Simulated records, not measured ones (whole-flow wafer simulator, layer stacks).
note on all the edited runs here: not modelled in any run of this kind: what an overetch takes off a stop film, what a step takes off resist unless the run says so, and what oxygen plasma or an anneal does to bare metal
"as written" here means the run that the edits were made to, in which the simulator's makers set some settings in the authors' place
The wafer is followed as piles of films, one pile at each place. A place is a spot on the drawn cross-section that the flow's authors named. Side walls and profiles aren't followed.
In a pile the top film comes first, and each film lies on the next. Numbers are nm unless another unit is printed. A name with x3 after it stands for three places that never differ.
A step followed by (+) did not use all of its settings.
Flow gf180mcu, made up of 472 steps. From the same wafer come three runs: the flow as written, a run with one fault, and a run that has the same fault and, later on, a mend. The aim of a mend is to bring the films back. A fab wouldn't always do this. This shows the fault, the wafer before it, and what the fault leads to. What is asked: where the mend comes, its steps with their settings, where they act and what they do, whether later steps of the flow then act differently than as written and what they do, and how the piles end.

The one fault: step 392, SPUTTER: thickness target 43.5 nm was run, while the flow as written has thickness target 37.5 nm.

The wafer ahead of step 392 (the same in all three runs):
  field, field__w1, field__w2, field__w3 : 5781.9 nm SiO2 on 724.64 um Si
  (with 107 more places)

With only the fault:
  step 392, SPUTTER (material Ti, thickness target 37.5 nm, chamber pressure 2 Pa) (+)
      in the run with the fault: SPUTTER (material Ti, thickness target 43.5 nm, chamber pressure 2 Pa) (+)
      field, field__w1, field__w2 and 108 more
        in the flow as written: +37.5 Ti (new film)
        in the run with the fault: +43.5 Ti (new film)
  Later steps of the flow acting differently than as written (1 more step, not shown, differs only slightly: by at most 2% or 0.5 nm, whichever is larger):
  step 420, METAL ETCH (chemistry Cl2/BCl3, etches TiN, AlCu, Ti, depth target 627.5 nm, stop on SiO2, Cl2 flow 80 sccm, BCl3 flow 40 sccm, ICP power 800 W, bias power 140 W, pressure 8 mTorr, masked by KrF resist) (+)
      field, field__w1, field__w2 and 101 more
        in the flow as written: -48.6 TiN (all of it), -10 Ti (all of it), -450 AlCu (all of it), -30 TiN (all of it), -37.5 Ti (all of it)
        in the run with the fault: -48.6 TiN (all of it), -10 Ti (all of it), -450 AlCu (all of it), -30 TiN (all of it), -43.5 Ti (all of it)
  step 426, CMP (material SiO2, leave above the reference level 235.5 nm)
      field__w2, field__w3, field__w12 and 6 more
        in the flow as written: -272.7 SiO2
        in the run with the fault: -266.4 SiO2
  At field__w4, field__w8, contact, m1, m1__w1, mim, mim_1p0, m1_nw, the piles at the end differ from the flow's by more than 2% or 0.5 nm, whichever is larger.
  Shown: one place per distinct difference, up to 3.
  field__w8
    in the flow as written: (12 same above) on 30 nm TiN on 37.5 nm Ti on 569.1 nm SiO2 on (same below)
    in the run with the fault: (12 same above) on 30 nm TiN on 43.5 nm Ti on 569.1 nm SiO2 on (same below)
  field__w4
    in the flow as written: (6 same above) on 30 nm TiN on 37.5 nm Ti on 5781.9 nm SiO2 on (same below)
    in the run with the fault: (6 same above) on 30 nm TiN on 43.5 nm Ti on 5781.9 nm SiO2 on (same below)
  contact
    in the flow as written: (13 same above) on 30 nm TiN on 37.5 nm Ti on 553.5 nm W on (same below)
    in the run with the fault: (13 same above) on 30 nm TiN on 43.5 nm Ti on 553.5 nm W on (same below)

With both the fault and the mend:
  The mend follows step 392.
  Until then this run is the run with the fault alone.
  step 392a, METAL ETCH (chemistry Cl2/BCl3, etches TiN, AlCu, Ti, depth target 6 nm, Cl2 flow 80 sccm, BCl3 flow 40 sccm, ICP power 800 W, bias power 140 W, pressure 8 mTorr) (the flow's step 260 again, with other settings)
      field, field__w1, field__w2 and 108 more
        -6 Ti
  None of the later steps of the flow acts differently than as written at any place that is followed.
  At every place that both follow, the piles at the end match the flow's.
